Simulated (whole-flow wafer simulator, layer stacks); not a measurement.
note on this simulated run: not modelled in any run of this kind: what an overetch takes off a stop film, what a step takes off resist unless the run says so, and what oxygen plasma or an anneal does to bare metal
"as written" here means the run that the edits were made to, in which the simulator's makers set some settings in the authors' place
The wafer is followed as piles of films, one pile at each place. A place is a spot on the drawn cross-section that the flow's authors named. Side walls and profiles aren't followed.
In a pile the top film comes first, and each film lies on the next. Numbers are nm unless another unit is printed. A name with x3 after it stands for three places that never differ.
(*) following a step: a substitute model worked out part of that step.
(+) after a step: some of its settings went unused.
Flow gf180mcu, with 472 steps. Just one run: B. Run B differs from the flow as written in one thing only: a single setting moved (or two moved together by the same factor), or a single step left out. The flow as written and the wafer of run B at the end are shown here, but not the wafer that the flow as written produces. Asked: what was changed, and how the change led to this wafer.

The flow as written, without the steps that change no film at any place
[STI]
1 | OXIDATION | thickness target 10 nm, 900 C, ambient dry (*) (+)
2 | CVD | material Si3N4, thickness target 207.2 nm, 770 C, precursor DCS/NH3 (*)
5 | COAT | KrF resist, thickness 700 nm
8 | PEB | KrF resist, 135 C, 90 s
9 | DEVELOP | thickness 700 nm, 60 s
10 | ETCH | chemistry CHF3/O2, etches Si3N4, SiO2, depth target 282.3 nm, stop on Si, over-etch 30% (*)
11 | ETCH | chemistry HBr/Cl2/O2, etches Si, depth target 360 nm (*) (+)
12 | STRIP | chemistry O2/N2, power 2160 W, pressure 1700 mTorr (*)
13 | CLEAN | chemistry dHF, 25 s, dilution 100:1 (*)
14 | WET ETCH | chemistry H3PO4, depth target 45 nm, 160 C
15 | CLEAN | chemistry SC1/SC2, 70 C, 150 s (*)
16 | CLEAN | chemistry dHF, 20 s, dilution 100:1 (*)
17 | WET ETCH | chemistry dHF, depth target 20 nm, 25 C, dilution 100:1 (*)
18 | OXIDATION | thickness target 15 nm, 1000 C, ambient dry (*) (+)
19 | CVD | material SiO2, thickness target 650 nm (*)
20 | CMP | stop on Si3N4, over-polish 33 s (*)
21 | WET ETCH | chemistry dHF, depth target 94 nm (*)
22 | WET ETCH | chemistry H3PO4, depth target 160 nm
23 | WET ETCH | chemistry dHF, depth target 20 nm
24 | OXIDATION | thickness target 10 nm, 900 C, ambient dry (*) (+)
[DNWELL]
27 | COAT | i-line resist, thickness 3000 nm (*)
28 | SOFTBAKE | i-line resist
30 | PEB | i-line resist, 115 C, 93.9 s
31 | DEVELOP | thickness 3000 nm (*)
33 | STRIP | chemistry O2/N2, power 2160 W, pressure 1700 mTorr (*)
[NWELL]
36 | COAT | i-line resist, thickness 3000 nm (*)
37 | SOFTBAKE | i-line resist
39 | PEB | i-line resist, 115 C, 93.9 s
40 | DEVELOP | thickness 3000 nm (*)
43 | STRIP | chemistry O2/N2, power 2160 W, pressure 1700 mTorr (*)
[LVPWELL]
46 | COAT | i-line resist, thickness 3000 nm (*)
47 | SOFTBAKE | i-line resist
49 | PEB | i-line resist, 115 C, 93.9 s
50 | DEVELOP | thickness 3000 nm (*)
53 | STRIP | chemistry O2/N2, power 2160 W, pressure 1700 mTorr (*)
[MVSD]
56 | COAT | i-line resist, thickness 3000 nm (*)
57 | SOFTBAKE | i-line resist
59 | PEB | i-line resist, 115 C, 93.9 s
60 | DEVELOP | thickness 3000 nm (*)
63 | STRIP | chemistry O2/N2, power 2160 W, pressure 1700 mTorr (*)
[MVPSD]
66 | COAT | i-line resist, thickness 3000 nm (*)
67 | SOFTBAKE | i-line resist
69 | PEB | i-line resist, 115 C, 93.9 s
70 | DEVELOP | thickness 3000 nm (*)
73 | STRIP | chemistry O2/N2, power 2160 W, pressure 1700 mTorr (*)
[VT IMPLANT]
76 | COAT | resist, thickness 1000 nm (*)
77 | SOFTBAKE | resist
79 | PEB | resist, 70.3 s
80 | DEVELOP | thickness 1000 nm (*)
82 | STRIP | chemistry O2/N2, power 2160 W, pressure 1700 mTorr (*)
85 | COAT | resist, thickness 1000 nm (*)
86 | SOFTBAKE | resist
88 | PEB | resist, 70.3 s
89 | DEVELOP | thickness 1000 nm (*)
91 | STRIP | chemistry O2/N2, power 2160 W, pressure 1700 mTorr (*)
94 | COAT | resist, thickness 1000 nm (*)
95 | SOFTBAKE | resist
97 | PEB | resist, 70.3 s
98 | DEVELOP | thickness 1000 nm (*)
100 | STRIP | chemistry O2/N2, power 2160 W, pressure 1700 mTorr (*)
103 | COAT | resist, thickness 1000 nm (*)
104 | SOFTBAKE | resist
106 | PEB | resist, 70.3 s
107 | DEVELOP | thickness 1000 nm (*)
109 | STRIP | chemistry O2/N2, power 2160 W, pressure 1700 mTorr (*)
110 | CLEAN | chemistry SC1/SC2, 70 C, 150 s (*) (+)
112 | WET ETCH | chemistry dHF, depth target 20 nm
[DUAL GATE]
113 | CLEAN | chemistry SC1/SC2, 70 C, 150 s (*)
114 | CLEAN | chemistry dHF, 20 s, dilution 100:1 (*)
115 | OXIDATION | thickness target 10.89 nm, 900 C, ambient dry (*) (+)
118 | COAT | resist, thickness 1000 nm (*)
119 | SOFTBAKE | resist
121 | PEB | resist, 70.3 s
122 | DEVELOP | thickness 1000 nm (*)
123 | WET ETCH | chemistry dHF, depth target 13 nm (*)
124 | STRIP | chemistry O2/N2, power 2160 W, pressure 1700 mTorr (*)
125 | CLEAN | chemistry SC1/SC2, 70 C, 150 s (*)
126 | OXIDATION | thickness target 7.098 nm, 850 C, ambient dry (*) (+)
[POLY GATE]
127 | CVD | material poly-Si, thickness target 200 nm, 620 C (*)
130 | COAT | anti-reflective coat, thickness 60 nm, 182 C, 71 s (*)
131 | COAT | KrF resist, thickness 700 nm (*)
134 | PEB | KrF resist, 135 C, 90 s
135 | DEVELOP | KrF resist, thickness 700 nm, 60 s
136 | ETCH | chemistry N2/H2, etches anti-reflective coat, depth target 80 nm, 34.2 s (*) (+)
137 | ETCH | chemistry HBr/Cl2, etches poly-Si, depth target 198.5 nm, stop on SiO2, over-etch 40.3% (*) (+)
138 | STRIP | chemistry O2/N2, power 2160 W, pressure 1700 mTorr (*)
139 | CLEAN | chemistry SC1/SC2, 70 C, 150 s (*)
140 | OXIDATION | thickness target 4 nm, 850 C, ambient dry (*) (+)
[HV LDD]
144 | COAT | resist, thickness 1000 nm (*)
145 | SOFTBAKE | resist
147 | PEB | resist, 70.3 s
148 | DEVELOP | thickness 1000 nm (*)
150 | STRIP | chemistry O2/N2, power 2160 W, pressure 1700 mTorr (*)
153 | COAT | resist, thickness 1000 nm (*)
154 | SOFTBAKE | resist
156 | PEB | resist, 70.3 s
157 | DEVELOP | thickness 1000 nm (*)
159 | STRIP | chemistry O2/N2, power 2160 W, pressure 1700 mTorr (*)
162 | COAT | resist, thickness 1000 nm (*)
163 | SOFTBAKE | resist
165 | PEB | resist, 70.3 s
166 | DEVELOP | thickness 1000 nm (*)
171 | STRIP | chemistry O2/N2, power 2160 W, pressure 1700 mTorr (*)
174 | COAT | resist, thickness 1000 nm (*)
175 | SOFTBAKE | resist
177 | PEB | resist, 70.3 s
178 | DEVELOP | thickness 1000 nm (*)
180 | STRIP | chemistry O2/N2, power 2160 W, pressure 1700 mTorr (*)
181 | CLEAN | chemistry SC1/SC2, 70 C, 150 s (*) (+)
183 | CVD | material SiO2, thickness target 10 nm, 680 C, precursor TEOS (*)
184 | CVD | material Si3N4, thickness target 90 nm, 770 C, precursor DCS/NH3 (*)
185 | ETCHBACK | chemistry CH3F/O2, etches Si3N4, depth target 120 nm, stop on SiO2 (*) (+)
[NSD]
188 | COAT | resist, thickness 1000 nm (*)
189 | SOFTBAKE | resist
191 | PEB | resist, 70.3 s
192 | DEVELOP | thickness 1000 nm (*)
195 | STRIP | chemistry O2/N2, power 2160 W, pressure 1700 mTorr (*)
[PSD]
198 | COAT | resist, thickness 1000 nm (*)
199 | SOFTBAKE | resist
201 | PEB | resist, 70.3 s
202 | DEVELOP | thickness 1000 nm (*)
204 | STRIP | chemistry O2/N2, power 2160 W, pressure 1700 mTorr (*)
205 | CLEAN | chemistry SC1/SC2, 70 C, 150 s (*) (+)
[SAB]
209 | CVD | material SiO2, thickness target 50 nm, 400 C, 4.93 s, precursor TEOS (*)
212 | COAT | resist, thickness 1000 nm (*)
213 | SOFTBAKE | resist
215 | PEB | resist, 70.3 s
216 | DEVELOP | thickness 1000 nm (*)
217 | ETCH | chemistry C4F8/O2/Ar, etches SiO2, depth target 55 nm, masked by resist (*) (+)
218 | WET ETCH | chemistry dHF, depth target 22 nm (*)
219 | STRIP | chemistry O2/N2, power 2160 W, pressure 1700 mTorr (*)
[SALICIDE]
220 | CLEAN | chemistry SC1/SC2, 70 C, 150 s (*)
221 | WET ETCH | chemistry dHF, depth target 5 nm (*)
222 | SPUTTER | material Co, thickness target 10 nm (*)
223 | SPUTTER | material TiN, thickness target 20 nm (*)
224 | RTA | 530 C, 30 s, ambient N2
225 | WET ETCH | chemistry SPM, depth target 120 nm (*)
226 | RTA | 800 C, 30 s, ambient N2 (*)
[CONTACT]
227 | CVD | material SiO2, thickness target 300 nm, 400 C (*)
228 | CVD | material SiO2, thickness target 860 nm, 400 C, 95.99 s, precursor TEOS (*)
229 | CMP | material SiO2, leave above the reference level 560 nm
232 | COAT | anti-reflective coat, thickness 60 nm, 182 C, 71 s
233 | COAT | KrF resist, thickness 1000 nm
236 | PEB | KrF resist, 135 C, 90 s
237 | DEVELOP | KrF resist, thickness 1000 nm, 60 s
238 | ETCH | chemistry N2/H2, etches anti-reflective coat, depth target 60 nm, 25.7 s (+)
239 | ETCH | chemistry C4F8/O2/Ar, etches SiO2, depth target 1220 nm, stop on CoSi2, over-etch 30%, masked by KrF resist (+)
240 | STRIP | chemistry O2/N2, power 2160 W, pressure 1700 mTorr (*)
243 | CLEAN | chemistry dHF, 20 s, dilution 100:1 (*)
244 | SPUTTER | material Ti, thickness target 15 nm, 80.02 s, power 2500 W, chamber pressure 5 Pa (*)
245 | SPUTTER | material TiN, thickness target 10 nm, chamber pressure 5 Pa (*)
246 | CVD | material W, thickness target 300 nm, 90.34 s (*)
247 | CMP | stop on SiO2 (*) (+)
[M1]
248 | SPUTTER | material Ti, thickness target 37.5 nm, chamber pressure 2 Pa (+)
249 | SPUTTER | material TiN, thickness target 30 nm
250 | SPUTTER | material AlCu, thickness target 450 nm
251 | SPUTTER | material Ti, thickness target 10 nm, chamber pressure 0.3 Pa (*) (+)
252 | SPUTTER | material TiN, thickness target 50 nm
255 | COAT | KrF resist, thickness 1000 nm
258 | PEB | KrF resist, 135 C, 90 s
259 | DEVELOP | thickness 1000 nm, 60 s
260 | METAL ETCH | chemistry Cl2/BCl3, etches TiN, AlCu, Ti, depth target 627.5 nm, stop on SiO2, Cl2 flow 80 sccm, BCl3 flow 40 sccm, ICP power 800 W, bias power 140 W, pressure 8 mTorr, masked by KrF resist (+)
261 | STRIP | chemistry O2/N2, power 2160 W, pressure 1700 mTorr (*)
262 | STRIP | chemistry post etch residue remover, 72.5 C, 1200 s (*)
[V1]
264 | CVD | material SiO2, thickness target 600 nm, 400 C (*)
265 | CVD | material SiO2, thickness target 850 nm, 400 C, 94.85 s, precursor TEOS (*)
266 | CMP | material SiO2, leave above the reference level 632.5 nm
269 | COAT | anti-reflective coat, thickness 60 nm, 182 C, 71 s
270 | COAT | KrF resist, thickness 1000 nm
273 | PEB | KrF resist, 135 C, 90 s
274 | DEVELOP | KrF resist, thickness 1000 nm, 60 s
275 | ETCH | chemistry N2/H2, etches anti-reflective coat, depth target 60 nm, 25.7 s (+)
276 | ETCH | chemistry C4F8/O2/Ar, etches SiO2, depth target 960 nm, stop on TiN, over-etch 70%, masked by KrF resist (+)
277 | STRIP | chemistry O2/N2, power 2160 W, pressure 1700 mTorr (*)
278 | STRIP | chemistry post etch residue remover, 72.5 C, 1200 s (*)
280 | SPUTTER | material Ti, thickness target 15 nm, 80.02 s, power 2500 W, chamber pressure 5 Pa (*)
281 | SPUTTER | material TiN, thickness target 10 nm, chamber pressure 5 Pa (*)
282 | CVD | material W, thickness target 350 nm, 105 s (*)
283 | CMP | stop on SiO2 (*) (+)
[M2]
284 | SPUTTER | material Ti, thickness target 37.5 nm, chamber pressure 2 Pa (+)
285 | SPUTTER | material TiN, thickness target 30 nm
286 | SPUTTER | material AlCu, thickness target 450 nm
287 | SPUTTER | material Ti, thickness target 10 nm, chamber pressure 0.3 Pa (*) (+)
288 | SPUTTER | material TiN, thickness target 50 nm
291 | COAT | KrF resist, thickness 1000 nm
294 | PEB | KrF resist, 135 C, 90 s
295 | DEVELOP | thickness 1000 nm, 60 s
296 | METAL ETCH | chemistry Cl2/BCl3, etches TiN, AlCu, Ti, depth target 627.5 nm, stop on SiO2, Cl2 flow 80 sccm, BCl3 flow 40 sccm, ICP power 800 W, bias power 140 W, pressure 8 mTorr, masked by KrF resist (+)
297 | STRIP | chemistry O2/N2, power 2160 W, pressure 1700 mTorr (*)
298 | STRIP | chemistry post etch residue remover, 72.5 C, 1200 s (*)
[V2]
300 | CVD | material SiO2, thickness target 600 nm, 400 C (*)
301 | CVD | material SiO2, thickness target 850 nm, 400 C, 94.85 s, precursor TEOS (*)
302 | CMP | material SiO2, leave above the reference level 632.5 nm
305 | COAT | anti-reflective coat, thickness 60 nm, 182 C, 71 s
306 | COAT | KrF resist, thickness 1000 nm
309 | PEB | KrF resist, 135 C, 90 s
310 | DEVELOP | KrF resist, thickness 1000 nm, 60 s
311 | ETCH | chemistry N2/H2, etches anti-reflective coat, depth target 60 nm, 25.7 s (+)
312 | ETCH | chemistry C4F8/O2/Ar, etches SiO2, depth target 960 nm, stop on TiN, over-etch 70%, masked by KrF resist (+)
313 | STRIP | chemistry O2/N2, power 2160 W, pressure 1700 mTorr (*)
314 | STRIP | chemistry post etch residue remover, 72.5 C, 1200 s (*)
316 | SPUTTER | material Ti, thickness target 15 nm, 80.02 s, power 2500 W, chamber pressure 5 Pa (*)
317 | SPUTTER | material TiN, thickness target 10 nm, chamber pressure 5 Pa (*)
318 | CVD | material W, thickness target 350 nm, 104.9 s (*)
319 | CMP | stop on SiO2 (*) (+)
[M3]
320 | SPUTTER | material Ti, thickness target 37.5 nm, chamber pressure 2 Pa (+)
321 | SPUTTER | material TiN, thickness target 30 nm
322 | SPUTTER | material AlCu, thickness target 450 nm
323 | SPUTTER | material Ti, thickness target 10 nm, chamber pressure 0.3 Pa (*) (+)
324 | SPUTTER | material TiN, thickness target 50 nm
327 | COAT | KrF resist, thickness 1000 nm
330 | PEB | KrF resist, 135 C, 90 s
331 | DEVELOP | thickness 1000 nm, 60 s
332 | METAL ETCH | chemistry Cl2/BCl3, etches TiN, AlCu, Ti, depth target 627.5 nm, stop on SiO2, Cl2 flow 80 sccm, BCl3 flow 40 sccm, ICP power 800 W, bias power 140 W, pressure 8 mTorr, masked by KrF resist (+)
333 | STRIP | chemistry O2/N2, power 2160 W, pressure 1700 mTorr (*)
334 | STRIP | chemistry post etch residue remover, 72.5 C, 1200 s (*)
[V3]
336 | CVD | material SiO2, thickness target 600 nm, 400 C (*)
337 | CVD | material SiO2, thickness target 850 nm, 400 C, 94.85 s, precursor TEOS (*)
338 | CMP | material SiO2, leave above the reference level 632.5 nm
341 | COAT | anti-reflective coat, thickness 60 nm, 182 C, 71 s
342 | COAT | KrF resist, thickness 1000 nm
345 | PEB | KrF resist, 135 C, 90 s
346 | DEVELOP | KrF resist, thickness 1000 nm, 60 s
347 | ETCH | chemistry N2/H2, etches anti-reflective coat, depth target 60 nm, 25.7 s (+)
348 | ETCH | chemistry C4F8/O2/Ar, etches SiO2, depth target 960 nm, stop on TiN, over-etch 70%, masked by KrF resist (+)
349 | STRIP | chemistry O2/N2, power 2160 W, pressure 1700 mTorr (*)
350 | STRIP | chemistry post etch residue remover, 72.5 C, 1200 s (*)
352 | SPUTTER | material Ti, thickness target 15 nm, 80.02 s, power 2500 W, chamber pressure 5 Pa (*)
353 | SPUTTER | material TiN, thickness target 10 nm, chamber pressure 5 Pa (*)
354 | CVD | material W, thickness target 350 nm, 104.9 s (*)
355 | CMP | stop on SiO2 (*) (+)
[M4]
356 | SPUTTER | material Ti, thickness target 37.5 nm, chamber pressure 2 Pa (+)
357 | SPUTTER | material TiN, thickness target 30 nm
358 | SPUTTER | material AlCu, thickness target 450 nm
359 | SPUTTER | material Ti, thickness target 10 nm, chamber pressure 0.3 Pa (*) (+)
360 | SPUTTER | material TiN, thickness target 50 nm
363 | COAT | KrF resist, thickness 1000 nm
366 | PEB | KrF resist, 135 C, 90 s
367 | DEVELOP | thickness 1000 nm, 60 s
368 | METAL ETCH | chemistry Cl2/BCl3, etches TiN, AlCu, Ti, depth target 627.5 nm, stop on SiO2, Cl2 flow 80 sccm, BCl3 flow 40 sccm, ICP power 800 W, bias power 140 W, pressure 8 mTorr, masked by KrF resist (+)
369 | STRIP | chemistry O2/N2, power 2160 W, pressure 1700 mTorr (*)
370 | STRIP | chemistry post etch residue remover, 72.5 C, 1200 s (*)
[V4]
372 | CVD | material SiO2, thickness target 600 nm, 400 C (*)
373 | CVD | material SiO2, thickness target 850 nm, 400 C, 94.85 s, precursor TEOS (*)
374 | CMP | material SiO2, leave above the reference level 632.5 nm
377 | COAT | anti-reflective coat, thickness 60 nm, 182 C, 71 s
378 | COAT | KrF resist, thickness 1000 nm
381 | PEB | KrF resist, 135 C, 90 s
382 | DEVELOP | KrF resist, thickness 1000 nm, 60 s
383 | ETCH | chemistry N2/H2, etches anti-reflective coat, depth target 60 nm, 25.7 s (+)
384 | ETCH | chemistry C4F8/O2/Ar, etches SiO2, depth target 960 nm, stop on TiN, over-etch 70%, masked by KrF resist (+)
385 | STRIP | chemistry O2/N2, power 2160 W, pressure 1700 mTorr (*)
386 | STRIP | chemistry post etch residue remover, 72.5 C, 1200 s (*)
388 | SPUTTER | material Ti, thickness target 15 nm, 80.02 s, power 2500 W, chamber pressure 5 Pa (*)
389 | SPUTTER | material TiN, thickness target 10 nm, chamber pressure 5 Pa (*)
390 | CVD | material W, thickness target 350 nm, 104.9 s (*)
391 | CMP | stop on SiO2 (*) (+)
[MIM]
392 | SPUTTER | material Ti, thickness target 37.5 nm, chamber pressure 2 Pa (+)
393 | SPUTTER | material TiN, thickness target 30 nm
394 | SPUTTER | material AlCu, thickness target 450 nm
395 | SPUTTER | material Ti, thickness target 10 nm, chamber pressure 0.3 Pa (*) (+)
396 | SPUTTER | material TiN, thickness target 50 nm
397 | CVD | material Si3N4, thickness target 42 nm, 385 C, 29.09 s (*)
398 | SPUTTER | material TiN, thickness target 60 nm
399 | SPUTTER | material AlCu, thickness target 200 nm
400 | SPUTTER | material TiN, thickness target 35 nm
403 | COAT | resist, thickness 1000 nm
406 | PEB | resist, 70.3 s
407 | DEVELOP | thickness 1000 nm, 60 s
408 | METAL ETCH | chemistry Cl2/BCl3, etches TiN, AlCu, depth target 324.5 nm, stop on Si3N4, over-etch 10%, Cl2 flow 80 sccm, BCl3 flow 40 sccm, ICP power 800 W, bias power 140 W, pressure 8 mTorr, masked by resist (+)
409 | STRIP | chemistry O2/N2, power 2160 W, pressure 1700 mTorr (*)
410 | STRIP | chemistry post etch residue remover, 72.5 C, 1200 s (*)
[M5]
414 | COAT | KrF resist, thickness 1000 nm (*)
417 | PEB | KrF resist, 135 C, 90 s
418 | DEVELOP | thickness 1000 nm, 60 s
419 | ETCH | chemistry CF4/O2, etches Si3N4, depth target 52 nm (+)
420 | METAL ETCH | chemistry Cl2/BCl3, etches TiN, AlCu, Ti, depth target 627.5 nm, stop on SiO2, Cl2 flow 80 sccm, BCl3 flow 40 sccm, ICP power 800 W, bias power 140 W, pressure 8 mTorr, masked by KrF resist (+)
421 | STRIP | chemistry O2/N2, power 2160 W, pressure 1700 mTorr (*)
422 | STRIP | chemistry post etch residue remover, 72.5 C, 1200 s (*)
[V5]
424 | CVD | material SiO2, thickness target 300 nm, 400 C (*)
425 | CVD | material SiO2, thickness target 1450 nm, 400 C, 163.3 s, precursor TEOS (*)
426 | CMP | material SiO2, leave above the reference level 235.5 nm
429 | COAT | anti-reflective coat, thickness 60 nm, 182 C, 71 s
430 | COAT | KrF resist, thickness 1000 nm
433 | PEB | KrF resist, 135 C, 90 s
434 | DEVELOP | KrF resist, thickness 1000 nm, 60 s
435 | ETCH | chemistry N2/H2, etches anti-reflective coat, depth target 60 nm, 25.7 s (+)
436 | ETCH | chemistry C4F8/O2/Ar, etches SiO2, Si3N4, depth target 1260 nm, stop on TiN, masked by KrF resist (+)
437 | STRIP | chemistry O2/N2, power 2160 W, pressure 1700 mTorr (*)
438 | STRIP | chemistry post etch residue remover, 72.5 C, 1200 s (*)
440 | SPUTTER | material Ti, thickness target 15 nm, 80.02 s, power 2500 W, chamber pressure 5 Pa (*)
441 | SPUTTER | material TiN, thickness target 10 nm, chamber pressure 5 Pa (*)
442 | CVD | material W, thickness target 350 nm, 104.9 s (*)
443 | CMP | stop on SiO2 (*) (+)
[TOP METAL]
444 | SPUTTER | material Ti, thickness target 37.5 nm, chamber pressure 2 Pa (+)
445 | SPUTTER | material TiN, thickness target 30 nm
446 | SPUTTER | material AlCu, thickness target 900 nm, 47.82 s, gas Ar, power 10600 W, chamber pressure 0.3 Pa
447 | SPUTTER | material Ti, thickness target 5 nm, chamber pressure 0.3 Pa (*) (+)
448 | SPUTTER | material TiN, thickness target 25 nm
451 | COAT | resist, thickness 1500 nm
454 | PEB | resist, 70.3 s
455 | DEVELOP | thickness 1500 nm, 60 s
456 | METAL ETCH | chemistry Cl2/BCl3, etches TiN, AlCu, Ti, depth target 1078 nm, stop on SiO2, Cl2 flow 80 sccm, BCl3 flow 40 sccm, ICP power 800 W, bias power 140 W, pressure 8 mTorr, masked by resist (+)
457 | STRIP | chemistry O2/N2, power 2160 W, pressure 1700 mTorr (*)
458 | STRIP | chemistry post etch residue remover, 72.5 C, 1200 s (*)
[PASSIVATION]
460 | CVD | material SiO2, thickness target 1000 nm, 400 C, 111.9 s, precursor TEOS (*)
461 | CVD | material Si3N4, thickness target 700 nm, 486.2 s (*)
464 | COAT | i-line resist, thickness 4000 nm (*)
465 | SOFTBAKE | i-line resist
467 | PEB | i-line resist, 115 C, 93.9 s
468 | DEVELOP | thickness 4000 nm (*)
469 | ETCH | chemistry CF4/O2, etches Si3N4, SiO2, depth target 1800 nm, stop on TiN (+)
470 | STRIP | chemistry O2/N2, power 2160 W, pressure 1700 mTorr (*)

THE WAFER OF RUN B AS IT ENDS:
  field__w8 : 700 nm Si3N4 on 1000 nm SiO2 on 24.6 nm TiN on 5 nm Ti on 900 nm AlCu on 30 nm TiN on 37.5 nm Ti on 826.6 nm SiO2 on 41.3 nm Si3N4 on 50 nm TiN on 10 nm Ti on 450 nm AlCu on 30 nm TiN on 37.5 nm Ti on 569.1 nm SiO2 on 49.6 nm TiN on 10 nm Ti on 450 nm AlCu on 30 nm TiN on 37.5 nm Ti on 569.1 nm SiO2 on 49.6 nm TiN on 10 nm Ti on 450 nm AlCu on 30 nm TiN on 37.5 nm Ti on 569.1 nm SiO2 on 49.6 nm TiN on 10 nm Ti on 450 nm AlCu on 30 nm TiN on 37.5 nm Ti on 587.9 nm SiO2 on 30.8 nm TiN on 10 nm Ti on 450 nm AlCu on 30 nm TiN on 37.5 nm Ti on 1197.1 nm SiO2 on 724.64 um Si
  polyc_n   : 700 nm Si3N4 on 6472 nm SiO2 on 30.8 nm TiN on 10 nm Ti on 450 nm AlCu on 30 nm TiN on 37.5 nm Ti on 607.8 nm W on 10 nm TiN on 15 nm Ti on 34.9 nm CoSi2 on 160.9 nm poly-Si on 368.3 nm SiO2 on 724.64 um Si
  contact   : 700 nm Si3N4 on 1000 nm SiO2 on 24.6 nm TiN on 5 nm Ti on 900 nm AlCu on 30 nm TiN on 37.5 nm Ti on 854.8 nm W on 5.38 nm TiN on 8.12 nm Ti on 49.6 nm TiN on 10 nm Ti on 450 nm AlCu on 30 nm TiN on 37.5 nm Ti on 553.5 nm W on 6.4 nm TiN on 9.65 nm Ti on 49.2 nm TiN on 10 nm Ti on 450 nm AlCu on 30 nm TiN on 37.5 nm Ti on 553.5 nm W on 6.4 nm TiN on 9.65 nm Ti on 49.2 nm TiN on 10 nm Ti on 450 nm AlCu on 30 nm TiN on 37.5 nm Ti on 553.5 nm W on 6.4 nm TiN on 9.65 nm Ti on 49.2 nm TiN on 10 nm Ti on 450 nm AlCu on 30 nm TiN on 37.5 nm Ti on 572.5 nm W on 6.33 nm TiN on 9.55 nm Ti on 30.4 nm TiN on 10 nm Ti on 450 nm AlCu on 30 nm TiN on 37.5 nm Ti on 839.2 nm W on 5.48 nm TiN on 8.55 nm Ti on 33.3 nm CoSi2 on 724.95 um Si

The reason: step 252, SPUTTER: thickness target 31.2 nm was run, while the flow as written has thickness target 50 nm.

Step by step, how the change led to this:
  252 | SPUTTER | material TiN, thickness target 50 nm
      field, field__w1, field__w2 and 108 more: +31.2 TiN (new film) (as written it would have been: +50 TiN (new film))
  260 | METAL ETCH | chemistry Cl2/BCl3, etches TiN, AlCu, Ti, depth target 627.5 nm, stop on SiO2, Cl2 flow 80 sccm, BCl3 flow 40 sccm, ICP power 800 W, bias power 140 W, pressure 8 mTorr, masked by KrF resist (+)
      field, field__w1, field__w2 and 99 more: -31.2 TiN (all of it), -10 Ti (all of it), -450 AlCu (all of it), -30 TiN (all of it), -37.5 Ti (all of it) (as written it would have been: -50 TiN (all of it), -10 Ti (all of it), -450 AlCu (all of it), -30 TiN (all of it), -37.5 Ti (all of it))
  266 | CMP | material SiO2, leave above the reference level 632.5 nm
      field__w8, contact, m1 and 6 more: -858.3 SiO2 (as written it would have been: -877.1 SiO2)
  276 | ETCH | chemistry C4F8/O2/Ar, etches SiO2, depth target 960 nm, stop on TiN, over-etch 70%, masked by KrF resist (+)
      contact: -591.3 SiO2 (all of it) (as written it would have been: -572.5 SiO2 (all of it))
